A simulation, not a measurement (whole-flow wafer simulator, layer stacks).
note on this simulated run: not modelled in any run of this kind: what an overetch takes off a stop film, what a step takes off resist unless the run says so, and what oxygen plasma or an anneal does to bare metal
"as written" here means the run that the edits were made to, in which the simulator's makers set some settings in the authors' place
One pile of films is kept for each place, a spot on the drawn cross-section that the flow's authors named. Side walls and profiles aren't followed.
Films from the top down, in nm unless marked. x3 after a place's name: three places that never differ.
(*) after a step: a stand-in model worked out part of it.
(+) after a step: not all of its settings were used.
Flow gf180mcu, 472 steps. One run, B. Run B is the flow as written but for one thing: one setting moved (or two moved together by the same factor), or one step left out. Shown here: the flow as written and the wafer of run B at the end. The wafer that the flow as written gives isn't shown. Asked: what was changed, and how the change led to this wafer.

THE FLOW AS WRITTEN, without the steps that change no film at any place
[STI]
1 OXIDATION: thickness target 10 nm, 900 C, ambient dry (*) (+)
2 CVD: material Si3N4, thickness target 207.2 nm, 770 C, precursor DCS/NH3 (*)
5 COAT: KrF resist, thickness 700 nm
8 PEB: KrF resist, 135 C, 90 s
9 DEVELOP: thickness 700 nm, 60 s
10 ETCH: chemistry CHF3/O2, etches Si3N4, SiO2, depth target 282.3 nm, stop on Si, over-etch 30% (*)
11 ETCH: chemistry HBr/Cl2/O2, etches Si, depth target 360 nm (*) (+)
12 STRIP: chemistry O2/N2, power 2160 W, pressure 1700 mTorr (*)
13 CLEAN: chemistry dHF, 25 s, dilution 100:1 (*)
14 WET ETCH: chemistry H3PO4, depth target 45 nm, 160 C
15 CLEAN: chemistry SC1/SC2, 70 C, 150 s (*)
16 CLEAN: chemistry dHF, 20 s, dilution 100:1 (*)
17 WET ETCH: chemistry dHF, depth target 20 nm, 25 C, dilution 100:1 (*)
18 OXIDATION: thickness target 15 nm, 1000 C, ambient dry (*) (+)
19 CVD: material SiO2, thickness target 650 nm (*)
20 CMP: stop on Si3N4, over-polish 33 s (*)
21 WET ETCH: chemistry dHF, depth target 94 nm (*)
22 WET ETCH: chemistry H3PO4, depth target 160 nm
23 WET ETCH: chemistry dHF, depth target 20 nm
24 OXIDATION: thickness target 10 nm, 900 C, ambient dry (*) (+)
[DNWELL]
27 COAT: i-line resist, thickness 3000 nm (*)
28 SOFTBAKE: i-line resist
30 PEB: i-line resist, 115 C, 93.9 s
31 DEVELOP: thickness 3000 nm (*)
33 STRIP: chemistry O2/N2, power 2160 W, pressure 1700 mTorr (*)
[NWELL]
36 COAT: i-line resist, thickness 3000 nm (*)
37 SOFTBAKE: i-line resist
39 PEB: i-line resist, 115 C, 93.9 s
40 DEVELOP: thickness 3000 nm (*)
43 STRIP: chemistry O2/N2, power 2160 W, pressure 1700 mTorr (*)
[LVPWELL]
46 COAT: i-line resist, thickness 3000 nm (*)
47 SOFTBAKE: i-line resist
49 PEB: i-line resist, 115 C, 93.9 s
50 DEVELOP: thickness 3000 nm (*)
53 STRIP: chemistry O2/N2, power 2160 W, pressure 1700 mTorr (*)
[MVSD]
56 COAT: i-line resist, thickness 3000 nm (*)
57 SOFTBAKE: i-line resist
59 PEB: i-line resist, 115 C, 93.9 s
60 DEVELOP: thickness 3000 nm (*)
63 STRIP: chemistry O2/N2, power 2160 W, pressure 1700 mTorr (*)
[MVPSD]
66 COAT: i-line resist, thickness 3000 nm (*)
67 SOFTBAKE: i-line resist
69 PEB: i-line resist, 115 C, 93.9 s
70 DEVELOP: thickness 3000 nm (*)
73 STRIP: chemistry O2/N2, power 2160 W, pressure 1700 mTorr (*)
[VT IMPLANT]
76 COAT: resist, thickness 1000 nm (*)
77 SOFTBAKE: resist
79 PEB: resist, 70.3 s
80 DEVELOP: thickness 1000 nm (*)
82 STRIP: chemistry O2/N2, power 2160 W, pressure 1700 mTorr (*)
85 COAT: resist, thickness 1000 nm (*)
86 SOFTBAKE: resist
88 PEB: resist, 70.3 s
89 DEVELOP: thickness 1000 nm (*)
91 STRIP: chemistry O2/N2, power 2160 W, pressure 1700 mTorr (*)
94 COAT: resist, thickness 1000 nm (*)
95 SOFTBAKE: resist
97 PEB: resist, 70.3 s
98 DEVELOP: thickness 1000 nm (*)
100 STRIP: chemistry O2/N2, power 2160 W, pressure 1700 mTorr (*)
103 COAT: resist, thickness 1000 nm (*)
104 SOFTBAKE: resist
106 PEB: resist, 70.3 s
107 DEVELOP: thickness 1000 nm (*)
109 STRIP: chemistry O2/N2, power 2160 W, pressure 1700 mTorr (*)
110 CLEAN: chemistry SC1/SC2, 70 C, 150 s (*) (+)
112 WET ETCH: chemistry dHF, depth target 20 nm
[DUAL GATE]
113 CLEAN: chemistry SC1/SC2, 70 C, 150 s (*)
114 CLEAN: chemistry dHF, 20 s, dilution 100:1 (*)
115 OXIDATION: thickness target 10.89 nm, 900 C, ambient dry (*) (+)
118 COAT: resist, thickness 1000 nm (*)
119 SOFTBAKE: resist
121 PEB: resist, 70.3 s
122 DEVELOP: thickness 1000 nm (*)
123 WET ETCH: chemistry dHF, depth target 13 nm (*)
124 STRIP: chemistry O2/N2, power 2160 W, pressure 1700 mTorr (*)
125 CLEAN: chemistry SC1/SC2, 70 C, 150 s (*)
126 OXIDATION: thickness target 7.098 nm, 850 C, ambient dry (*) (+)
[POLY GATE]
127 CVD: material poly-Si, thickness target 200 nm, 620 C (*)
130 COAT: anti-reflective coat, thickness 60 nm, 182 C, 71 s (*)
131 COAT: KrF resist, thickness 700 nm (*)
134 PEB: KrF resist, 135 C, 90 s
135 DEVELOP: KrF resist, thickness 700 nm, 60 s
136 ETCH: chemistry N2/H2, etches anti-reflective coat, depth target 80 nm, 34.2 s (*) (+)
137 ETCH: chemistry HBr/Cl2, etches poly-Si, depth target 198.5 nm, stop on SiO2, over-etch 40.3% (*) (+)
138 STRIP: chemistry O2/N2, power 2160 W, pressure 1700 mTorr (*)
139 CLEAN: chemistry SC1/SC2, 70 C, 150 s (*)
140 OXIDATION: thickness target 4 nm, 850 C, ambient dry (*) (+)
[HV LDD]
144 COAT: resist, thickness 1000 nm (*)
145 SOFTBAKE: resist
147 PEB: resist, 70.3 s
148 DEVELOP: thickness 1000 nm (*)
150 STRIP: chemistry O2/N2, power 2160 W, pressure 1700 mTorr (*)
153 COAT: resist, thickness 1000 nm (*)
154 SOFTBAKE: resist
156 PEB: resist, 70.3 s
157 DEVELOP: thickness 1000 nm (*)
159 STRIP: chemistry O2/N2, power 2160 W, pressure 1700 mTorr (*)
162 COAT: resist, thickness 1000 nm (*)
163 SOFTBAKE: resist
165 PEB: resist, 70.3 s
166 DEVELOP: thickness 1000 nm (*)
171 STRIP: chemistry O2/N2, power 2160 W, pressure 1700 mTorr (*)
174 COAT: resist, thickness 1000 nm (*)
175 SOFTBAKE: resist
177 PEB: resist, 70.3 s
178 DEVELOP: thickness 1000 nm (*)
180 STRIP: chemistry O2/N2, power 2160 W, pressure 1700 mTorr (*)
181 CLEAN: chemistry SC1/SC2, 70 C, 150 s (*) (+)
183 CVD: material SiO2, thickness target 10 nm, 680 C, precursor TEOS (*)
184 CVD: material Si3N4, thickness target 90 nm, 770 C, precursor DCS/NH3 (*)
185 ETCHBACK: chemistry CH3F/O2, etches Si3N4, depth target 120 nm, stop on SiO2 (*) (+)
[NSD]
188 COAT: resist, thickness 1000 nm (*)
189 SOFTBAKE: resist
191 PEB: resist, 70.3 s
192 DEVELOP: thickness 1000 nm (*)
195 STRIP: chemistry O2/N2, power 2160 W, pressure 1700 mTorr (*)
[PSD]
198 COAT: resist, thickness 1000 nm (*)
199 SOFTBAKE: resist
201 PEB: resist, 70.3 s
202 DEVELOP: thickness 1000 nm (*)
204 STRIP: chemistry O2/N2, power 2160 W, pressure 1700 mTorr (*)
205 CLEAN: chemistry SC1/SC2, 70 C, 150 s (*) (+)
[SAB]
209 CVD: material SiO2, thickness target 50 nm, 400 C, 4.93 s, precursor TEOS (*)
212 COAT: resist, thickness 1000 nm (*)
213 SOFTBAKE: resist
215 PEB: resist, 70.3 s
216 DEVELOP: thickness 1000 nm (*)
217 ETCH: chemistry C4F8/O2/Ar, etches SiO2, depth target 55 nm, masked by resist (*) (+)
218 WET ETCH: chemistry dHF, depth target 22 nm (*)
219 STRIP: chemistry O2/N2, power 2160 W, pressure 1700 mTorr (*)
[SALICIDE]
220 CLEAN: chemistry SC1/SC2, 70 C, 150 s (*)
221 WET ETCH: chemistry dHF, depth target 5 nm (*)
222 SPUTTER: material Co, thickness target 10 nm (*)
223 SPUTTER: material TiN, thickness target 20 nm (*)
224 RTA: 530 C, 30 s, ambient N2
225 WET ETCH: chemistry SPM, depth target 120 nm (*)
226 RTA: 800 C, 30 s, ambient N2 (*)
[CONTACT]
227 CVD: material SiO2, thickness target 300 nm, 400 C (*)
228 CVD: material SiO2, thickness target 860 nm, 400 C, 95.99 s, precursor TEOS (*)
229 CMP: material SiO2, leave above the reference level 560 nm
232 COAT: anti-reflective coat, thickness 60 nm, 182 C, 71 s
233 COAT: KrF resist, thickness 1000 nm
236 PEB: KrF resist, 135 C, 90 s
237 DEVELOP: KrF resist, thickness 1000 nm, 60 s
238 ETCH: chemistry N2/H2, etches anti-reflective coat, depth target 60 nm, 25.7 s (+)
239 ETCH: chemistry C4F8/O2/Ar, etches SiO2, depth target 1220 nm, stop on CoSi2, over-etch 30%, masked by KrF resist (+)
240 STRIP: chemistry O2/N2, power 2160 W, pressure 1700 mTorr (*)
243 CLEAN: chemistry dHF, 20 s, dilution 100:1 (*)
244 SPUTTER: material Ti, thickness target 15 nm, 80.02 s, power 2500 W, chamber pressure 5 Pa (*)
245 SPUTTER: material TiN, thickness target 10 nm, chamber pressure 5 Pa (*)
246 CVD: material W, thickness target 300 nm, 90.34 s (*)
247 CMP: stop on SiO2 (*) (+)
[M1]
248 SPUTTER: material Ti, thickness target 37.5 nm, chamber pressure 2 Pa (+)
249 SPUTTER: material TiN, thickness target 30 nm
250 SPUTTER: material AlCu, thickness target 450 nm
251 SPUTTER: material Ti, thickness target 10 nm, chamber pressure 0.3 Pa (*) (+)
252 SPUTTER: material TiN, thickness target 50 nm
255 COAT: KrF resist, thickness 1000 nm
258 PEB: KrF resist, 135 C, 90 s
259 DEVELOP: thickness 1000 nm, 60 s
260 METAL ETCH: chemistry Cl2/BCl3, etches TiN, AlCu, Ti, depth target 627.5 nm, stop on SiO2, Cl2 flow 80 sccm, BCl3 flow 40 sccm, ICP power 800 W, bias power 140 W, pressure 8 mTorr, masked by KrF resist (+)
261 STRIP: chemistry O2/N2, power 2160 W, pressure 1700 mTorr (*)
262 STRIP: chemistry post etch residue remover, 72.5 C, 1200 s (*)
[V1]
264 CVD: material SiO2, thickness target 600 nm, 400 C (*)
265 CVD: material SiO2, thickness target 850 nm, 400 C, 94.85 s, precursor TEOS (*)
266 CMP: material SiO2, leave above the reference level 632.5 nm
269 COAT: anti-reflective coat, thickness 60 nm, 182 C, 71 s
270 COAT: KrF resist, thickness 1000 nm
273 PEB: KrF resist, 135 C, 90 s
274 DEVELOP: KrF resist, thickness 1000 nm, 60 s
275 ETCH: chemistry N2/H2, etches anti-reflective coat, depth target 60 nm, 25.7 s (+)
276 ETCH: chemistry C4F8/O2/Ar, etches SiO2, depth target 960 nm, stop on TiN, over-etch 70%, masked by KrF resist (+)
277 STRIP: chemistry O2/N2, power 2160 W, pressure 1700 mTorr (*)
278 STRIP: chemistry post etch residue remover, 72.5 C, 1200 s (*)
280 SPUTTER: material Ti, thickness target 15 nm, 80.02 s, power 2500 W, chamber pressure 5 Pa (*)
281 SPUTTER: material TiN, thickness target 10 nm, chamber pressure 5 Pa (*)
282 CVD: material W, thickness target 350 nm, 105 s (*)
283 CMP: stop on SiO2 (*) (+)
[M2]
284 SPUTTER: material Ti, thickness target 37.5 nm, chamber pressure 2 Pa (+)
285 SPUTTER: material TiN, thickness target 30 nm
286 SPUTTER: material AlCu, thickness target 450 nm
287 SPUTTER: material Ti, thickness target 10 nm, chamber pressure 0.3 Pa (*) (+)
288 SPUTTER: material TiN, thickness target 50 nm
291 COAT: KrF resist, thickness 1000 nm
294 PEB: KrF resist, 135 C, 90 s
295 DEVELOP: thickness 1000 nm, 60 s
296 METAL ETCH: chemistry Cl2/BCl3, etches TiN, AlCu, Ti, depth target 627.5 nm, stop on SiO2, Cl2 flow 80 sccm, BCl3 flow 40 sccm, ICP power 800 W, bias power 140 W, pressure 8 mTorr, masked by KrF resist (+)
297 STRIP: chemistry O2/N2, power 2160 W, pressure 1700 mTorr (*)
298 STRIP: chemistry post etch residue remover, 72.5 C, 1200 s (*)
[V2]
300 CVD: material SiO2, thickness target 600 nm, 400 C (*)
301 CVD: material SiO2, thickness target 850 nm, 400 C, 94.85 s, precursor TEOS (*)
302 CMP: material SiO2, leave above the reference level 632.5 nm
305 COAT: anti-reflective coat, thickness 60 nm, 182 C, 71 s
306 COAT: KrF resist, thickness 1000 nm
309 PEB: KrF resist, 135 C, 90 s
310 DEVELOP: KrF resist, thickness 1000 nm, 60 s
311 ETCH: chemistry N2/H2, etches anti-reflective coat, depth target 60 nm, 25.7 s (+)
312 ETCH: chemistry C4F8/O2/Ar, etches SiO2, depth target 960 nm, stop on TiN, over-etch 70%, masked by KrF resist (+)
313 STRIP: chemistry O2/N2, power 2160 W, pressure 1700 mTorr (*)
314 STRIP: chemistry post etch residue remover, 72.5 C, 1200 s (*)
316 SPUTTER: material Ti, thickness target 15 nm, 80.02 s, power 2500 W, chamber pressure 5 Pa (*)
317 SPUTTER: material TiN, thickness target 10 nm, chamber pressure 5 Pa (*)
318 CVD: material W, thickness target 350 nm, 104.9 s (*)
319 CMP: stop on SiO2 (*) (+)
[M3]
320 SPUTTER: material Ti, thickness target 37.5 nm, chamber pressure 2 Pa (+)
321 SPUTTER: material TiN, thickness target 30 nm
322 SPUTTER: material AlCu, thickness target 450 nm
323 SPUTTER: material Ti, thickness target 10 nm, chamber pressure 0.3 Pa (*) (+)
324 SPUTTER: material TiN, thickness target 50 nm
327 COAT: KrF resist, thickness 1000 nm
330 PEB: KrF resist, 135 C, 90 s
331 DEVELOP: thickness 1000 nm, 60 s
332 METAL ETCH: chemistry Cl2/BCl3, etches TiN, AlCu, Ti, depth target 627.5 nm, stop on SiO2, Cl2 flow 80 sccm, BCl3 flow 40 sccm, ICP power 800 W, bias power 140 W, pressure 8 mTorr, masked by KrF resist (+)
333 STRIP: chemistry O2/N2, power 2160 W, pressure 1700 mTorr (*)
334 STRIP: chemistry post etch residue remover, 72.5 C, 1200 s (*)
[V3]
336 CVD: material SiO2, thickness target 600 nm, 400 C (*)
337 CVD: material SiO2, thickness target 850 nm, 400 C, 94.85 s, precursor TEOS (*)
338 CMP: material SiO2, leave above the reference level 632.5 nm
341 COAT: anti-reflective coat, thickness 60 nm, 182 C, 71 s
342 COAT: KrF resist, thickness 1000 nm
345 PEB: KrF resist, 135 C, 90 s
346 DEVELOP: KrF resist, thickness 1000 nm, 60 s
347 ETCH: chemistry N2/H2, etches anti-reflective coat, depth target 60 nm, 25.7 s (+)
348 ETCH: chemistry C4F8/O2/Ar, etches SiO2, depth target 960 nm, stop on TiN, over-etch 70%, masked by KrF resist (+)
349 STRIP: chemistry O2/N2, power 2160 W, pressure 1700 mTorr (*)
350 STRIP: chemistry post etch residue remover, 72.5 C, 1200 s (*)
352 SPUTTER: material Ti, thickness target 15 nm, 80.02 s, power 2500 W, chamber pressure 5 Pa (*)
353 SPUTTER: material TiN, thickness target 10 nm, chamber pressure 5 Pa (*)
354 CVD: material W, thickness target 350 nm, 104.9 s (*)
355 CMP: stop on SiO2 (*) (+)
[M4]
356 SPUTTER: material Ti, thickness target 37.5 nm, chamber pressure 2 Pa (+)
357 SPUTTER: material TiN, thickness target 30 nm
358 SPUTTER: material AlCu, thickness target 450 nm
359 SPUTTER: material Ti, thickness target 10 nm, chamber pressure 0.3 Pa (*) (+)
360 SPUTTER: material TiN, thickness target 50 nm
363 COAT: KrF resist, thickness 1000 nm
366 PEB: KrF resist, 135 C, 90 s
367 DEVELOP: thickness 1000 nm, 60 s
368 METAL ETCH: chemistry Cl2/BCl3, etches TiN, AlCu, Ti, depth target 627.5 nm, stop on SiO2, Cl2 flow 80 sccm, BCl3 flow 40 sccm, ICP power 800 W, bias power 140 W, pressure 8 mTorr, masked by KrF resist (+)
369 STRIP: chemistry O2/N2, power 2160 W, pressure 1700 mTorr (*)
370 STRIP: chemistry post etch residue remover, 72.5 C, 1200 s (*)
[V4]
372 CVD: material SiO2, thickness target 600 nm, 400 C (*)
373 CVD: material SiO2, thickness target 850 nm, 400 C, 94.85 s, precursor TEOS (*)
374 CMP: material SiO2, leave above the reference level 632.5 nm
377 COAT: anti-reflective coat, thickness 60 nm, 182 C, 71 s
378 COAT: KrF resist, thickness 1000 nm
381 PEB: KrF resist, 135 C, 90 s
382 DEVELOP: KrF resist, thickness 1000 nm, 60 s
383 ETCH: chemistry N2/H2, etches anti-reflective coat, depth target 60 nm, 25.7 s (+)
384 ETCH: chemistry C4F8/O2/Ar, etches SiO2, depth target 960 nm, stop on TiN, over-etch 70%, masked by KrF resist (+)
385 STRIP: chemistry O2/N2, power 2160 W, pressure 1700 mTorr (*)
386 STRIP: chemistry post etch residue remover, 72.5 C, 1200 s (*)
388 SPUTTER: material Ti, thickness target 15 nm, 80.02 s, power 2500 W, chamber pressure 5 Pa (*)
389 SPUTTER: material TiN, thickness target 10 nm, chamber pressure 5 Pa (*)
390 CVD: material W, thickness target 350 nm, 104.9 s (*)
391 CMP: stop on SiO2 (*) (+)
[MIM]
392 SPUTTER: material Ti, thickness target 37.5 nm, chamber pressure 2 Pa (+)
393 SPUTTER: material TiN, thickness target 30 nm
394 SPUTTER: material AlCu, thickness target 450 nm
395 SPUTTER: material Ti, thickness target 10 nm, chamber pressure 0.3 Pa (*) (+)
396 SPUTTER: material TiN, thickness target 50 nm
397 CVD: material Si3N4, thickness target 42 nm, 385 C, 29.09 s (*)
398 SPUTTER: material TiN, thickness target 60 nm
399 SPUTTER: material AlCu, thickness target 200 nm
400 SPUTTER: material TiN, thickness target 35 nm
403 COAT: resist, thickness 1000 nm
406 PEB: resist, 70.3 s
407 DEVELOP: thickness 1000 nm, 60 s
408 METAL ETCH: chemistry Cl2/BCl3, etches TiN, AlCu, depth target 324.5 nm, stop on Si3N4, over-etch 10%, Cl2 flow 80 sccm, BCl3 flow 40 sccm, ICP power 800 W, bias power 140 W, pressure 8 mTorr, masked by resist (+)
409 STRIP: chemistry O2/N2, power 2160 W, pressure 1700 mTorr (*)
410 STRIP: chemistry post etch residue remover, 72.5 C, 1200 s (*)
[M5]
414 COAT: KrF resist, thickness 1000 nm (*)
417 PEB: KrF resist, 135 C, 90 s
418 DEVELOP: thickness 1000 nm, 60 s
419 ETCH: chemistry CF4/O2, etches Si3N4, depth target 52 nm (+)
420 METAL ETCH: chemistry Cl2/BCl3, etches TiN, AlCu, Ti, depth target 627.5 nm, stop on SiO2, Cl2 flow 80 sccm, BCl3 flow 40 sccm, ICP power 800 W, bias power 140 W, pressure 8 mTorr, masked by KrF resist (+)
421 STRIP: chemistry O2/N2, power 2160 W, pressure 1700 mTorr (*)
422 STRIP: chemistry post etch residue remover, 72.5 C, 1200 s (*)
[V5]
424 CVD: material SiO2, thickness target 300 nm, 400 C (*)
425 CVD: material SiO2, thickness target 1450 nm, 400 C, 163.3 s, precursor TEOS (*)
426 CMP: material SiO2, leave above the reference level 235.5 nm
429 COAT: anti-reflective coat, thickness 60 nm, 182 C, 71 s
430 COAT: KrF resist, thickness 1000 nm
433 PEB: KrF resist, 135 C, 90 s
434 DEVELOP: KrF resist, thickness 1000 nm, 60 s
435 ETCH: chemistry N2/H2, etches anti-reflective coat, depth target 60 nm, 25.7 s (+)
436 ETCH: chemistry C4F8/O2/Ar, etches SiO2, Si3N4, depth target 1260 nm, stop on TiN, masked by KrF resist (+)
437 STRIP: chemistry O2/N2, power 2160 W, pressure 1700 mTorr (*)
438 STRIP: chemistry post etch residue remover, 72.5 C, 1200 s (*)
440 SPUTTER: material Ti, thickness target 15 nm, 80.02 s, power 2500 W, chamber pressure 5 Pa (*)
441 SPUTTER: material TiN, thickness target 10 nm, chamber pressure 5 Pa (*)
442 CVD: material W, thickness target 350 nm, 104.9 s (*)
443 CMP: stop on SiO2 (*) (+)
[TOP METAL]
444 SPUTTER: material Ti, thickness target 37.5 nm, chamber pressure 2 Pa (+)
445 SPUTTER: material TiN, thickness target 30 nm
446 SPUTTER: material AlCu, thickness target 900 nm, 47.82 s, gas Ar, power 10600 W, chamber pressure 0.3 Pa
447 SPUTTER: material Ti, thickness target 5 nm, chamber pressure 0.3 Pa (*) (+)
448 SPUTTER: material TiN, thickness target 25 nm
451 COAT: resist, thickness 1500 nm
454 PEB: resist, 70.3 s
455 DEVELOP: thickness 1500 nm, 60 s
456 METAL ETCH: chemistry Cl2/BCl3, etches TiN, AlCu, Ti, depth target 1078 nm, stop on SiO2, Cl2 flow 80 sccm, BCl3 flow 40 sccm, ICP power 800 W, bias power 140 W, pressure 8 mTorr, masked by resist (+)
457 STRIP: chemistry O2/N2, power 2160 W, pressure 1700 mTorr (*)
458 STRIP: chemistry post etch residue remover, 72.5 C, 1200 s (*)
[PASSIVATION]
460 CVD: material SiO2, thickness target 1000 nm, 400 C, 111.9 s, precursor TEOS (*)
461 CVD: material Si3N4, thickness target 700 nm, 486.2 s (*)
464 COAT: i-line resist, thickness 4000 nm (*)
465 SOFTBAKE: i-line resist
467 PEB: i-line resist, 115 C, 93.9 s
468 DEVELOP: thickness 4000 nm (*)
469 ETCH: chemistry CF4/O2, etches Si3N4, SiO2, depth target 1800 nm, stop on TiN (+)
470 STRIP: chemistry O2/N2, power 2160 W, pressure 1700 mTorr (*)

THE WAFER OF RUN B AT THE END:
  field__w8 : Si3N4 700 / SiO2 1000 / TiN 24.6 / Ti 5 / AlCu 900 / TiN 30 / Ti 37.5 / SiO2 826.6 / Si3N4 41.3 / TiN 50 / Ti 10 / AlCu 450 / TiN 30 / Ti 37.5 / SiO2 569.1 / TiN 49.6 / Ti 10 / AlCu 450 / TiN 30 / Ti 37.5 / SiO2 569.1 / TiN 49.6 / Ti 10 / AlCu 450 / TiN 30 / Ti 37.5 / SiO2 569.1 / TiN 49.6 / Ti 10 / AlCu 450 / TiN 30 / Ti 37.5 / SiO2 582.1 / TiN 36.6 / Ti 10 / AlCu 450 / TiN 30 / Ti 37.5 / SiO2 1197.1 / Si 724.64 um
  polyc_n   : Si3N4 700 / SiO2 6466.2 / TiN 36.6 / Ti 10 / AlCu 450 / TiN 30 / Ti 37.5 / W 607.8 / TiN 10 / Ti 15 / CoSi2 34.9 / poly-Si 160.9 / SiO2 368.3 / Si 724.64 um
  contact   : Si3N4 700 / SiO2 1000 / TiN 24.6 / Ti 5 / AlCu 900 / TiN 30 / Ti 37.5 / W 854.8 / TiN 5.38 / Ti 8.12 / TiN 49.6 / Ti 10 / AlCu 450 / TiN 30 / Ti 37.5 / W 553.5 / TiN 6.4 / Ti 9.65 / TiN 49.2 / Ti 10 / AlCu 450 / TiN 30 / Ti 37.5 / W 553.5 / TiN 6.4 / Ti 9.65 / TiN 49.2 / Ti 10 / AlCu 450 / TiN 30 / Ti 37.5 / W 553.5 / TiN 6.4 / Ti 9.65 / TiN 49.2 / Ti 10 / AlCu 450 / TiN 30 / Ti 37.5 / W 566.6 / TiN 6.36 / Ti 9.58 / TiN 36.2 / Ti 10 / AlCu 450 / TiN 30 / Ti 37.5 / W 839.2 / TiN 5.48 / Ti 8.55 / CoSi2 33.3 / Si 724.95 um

The cause: step 252, SPUTTER: thickness target 37 nm was run, where the flow has thickness target 50 nm.

How the change led to this, step by step:
  252 SPUTTER: material TiN, thickness target 50 nm
      field, field__w1, field__w2 and 108 more: TiN +37 (new film) (as written it would be: TiN +50 (new film))
  260 METAL ETCH: chemistry Cl2/BCl3, etches TiN, AlCu, Ti, depth target 627.5 nm, stop on SiO2, Cl2 flow 80 sccm, BCl3 flow 40 sccm, ICP power 800 W, bias power 140 W, pressure 8 mTorr, masked by KrF resist (+)
      field, field__w1, field__w2 and 99 more: TiN -37 (all of it), Ti -10 (all of it), AlCu -450 (all of it), TiN -30 (all of it), Ti -37.5 (all of it) (as written it would be: TiN -50 (all of it), Ti -10 (all of it), AlCu -450 (all of it), TiN -30 (all of it), Ti -37.5 (all of it))
  276 ETCH: chemistry C4F8/O2/Ar, etches SiO2, depth target 960 nm, stop on TiN, over-etch 70%, masked by KrF resist (+)
      contact: SiO2 -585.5 (all of it) (as written it would be: SiO2 -572.5 (all of it))
